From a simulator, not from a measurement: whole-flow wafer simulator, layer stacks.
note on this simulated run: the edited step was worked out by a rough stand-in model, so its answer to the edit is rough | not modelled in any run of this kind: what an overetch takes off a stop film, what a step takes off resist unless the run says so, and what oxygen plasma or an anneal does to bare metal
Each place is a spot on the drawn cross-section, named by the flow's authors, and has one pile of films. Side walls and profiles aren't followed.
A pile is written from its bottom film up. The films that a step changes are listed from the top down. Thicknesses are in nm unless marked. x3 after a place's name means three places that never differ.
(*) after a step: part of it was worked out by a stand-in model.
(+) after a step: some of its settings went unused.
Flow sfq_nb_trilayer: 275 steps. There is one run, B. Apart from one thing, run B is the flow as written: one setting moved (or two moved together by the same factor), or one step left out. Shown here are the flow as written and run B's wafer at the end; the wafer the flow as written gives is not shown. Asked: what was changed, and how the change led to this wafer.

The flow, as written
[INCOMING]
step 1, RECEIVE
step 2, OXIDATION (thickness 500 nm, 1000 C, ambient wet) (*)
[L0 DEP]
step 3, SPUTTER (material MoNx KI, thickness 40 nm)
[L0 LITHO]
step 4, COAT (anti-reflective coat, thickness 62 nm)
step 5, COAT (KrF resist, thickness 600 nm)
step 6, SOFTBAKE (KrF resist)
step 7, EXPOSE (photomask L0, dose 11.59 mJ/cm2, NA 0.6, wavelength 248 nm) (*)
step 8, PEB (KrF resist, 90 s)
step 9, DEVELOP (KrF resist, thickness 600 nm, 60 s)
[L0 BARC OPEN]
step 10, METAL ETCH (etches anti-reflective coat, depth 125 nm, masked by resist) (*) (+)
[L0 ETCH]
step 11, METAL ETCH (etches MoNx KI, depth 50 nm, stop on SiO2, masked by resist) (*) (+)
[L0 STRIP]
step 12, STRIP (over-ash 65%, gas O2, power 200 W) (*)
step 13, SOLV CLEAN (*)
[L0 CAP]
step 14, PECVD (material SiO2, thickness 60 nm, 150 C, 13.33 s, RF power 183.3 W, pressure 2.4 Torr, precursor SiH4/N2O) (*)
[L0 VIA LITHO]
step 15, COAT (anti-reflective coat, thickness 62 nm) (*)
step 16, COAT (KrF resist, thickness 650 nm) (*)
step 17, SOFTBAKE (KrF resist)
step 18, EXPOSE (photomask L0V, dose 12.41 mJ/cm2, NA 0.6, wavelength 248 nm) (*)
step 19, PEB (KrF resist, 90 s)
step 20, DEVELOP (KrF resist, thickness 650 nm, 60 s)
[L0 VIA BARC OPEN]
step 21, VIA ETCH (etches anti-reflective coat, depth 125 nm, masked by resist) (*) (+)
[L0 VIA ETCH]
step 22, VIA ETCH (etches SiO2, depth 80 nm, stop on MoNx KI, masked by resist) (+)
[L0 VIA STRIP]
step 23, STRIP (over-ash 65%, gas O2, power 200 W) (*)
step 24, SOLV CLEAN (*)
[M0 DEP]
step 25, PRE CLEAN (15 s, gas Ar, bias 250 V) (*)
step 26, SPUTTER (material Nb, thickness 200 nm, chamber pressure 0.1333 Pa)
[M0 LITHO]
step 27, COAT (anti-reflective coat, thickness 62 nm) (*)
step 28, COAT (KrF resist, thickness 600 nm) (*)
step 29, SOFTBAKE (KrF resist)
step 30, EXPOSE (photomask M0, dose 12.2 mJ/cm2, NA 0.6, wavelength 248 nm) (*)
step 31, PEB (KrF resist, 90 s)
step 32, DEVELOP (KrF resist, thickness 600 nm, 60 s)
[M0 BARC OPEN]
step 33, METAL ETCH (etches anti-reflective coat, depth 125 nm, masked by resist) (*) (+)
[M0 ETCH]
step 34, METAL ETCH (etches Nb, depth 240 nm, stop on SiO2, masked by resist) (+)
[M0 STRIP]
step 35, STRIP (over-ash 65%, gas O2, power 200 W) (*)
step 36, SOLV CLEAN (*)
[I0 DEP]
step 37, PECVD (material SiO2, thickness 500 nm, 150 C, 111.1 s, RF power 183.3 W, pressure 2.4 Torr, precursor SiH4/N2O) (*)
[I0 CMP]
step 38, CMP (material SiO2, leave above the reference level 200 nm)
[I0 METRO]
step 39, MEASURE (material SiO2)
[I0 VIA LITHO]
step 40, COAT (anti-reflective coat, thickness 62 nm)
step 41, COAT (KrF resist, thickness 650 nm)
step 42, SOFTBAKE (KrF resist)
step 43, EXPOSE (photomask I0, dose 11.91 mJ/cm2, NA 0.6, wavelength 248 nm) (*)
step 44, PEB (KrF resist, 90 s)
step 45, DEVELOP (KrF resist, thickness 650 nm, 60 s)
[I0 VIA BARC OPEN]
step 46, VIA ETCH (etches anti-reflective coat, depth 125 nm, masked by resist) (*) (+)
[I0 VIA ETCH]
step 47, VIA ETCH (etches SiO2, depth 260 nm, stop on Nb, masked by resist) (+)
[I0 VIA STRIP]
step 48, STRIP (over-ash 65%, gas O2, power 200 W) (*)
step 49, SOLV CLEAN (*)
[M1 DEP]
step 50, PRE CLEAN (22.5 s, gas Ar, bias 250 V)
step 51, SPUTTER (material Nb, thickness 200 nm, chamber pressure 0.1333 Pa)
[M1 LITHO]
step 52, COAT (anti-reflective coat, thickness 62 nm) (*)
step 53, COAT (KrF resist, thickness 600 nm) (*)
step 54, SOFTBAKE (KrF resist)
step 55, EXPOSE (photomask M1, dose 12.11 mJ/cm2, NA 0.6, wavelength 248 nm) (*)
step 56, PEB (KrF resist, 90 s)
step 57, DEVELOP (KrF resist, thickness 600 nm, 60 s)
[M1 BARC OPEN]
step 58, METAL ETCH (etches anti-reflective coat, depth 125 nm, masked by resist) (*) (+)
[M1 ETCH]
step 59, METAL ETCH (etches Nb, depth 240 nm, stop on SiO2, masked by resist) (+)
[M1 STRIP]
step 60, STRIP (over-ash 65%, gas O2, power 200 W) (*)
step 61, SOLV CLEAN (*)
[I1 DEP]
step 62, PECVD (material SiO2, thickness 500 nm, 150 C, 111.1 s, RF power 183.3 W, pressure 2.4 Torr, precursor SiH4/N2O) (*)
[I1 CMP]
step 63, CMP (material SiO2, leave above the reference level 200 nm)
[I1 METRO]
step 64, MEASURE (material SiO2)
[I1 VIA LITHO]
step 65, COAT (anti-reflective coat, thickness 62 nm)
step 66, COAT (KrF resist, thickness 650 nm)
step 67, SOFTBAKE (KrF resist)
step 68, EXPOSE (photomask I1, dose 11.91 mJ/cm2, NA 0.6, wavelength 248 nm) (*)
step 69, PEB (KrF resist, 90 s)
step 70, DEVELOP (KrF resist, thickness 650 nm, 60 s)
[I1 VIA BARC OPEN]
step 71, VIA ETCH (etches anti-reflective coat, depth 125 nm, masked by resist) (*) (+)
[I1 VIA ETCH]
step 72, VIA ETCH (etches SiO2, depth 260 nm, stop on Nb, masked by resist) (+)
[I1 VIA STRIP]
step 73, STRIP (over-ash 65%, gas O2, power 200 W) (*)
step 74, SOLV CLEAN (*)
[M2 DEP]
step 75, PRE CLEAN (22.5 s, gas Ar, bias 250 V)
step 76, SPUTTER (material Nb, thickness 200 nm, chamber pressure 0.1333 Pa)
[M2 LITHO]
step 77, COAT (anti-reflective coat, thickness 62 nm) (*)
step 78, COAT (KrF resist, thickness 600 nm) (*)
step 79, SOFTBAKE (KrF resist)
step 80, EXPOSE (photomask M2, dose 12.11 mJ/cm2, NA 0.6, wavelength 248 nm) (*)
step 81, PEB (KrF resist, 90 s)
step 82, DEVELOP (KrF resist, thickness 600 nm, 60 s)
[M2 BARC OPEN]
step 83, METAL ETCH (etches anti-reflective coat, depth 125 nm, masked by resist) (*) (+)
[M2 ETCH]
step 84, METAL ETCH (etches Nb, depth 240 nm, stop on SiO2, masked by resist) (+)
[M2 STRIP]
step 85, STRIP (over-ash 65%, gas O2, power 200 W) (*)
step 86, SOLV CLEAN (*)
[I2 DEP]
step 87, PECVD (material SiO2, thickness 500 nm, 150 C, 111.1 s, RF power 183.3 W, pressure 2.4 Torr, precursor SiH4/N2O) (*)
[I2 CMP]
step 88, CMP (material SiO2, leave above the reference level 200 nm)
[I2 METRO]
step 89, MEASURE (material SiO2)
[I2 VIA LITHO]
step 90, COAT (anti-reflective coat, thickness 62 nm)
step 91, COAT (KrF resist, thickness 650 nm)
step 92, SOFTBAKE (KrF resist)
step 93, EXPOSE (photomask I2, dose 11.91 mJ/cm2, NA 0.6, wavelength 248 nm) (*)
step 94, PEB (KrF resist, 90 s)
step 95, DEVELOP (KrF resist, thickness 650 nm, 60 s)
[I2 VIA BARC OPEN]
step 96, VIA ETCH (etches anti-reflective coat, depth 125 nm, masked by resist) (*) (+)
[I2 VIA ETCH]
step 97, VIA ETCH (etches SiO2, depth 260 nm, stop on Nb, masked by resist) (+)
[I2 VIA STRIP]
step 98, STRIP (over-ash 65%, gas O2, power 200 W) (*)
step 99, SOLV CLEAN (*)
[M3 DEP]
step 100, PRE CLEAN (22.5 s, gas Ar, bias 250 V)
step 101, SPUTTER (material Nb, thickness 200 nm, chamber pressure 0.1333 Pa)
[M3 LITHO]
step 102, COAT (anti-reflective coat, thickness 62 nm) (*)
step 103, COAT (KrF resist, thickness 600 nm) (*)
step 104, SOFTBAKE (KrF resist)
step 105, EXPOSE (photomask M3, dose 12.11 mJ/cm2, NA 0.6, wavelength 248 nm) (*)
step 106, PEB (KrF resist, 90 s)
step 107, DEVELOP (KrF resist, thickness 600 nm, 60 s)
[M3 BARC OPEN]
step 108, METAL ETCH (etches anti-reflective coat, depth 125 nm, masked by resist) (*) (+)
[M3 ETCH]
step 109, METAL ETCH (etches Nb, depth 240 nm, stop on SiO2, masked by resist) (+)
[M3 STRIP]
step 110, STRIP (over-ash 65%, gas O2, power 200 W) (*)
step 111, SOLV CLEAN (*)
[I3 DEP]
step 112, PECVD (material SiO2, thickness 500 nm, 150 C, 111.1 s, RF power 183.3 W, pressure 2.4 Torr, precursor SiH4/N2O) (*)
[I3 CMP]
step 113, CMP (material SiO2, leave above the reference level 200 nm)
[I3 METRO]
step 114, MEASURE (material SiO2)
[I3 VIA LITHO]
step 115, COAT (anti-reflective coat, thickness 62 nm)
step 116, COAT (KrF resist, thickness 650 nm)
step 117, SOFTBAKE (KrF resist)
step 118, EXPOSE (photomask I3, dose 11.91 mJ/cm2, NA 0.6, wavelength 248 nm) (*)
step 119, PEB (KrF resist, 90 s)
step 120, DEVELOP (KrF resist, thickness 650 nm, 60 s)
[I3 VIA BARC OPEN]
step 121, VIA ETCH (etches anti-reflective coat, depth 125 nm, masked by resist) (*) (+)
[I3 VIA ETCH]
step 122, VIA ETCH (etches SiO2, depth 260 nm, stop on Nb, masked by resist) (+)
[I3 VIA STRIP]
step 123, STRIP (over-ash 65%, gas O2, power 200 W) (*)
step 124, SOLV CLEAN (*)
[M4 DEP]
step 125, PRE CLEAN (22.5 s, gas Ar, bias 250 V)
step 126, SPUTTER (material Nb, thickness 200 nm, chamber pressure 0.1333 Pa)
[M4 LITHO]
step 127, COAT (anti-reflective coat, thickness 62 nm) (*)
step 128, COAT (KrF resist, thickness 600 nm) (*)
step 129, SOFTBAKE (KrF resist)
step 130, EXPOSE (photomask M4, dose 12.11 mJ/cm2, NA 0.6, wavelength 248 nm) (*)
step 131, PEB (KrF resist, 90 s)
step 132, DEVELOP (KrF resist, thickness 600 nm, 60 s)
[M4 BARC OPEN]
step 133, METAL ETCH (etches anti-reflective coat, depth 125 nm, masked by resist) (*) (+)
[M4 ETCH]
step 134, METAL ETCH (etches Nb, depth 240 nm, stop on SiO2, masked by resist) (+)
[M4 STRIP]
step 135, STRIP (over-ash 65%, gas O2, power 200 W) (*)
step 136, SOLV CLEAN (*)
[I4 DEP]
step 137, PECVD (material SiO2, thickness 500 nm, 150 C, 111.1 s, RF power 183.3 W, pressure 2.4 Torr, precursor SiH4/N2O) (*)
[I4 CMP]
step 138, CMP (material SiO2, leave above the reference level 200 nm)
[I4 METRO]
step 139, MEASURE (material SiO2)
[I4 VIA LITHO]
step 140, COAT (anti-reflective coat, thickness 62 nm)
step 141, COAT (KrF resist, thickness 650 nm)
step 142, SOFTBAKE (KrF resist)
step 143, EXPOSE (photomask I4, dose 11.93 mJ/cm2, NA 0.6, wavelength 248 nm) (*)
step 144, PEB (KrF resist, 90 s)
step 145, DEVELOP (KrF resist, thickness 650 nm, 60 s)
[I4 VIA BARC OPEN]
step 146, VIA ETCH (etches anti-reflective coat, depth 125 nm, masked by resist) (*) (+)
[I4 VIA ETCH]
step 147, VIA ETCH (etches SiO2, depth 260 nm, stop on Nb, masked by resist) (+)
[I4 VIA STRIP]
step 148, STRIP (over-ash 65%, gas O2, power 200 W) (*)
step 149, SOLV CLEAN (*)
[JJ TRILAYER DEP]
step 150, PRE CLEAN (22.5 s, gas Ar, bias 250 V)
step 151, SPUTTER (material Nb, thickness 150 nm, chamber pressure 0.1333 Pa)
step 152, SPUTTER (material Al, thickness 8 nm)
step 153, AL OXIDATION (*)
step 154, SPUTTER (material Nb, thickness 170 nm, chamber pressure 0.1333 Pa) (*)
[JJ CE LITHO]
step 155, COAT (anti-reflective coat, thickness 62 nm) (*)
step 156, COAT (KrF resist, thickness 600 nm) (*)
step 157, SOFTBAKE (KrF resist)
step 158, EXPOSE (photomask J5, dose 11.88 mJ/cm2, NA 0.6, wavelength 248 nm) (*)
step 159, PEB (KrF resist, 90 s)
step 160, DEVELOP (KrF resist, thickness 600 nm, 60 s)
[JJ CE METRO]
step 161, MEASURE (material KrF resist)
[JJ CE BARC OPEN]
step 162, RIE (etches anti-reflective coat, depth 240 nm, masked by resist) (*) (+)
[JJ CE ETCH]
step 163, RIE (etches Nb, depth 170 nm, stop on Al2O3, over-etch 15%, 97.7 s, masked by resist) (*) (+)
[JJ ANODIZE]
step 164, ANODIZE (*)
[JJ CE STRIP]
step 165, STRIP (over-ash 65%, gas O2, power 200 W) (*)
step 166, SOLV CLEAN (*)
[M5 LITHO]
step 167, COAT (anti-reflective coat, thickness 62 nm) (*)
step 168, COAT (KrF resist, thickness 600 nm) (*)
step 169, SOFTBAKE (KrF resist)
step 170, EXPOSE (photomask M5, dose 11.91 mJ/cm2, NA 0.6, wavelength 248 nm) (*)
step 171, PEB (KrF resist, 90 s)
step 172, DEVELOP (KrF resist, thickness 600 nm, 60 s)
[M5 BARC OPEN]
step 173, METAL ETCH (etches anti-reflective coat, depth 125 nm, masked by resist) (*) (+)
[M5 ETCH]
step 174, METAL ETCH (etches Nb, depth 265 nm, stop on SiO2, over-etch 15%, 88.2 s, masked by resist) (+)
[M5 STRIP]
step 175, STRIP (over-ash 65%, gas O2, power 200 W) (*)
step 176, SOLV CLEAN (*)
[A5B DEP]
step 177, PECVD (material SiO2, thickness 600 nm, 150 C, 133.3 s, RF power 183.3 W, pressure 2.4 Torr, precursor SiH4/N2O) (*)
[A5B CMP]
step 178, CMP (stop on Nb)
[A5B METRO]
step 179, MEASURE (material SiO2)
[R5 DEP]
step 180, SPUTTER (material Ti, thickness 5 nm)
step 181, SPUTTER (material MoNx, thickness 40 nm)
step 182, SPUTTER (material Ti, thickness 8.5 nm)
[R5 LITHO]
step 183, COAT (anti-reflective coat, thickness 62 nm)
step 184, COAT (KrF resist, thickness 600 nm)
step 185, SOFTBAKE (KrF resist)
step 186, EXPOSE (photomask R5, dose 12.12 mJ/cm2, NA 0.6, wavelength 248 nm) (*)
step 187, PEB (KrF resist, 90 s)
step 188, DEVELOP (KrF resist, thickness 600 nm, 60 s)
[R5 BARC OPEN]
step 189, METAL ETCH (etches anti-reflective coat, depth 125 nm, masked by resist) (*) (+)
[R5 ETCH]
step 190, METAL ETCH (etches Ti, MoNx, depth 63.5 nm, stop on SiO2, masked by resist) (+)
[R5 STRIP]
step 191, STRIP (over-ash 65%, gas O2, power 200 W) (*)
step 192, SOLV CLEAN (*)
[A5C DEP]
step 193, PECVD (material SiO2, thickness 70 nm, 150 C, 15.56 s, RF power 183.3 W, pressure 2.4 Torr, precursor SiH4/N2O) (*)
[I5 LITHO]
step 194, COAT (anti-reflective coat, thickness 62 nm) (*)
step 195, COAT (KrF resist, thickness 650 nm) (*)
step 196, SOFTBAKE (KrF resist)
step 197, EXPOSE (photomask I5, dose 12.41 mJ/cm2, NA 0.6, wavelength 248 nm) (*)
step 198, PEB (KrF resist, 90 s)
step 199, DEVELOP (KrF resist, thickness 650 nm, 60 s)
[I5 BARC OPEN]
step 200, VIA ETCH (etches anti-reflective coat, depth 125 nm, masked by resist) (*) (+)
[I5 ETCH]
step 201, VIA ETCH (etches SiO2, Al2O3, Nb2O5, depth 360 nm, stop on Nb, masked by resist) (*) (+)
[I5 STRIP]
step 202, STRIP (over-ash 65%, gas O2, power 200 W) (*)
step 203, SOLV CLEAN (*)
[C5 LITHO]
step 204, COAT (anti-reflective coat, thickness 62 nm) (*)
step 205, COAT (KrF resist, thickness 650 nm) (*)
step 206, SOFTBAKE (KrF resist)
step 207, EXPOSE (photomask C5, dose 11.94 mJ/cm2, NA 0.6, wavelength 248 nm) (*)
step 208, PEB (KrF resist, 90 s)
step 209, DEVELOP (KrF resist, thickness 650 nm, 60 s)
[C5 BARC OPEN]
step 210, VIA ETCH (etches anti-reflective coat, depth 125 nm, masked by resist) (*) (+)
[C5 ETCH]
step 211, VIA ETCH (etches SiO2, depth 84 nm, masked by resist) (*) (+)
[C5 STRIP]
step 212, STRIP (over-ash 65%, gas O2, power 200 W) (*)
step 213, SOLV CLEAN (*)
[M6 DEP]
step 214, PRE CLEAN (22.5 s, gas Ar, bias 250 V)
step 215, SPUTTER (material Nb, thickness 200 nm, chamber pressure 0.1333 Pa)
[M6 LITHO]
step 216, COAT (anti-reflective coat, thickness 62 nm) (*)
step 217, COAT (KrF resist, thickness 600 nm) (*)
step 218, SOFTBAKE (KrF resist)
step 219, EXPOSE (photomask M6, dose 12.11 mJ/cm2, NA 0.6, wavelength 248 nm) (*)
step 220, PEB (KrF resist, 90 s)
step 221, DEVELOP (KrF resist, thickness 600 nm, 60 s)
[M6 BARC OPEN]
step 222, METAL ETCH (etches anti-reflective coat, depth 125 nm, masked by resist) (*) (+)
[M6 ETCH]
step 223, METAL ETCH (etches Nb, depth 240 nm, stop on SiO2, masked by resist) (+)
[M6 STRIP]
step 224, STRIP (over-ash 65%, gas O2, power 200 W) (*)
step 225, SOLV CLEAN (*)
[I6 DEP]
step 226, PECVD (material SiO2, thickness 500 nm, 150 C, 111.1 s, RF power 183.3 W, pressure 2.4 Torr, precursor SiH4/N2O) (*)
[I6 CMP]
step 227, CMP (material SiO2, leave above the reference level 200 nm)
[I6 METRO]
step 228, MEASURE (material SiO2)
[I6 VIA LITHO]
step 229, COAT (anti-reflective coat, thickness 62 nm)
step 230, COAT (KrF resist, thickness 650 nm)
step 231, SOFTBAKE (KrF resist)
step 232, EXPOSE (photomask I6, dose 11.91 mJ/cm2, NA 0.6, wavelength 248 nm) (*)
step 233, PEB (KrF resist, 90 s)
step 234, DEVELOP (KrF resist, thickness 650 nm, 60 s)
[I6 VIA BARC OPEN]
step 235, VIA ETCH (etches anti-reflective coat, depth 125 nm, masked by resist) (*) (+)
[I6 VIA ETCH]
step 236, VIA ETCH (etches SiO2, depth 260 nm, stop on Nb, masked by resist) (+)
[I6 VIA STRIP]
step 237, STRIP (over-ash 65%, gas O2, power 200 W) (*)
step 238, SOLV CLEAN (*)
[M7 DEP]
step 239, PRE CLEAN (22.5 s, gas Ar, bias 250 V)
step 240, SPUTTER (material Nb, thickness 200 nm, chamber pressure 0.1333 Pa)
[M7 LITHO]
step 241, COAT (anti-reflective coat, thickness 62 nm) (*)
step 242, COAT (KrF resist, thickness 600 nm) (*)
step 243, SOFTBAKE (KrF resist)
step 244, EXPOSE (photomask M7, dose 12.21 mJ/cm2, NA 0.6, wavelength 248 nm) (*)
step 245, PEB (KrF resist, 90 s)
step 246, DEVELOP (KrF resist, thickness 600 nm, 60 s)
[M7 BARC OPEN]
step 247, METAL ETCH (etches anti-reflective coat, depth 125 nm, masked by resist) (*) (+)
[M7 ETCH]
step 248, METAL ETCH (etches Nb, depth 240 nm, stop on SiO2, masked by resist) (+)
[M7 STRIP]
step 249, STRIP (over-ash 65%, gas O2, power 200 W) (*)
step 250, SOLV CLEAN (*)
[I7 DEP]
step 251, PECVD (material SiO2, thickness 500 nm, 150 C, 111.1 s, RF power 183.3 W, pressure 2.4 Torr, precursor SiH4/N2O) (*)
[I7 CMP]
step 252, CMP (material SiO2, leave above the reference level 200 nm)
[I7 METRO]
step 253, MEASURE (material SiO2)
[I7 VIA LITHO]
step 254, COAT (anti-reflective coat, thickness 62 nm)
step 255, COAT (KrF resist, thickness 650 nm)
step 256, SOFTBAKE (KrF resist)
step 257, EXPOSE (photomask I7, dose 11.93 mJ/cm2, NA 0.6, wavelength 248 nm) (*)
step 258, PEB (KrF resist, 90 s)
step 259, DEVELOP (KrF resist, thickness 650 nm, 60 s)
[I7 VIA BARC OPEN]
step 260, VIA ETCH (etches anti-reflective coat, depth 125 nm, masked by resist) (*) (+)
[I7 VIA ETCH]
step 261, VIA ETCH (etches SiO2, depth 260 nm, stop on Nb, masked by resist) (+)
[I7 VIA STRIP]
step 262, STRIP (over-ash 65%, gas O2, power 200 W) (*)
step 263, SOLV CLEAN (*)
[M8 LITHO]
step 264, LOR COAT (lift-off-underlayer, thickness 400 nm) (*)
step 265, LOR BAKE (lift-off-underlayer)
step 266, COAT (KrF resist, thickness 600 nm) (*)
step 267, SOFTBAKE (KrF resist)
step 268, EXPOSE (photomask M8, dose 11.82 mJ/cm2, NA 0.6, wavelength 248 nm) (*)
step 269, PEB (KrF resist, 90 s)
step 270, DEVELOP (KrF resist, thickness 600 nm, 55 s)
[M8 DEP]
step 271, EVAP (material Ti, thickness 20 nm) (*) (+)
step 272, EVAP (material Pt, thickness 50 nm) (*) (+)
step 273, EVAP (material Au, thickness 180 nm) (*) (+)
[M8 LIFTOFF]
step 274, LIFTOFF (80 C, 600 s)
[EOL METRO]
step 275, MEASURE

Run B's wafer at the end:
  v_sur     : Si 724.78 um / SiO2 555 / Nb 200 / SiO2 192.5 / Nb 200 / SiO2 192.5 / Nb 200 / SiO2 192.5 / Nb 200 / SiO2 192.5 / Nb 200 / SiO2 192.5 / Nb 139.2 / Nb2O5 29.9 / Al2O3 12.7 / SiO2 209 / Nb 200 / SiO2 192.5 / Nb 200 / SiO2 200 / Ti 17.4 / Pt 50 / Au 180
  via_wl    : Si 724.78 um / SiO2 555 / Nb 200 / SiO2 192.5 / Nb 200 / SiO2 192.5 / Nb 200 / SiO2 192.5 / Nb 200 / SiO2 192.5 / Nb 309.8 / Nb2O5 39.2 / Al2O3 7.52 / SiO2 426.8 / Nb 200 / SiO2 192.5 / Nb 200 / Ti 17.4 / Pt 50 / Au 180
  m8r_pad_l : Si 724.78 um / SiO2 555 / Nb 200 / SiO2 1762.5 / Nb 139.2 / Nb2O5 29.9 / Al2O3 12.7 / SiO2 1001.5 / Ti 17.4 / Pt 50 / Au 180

Cause: step 271, EVAP: thickness 17.4 nm was run, though the flow has thickness 20 nm.
The wafer itself shows it: v_sur has Ti 17.4, and step 271 as written asks for 20 nm.

How this came from the change, step by step:
  step 271, EVAP (material Ti, thickness 20 nm) (*) (+)
      field_l, v_sur, via_wl and 103 more: Ti gains 17.4 (new film) (it would be, as written: Ti gains 20 (new film))
  step 274, LIFTOFF (80 C, 600 s)
      p4_fl, p4_fm, p4_w1 and 71 more: Au loses 180 (all of it), Pt loses 50 (all of it), Ti loses 17.4 (all of it), KrF resist loses 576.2 (all of it), lift-off-underlayer loses 400 (all of it) (it would be, as written: Au loses 180 (all of it), Pt loses 50 (all of it), Ti loses 20 (all of it), KrF resist loses 576.2 (all of it), lift-off-underlayer loses 400 (all of it))
      c5j, ce_r: Au loses 180 (all of it), Pt loses 50 (all of it), Ti loses 17.4 (all of it), KrF resist loses 573.3 (all of it), lift-off-underlayer loses 399.3 (all of it) (it would be, as written: Au loses 180 (all of it), Pt loses 50 (all of it), Ti loses 20 (all of it), KrF resist loses 573.3 (all of it), lift-off-underlayer loses 399.3 (all of it))
      (and at 19 other places as well)
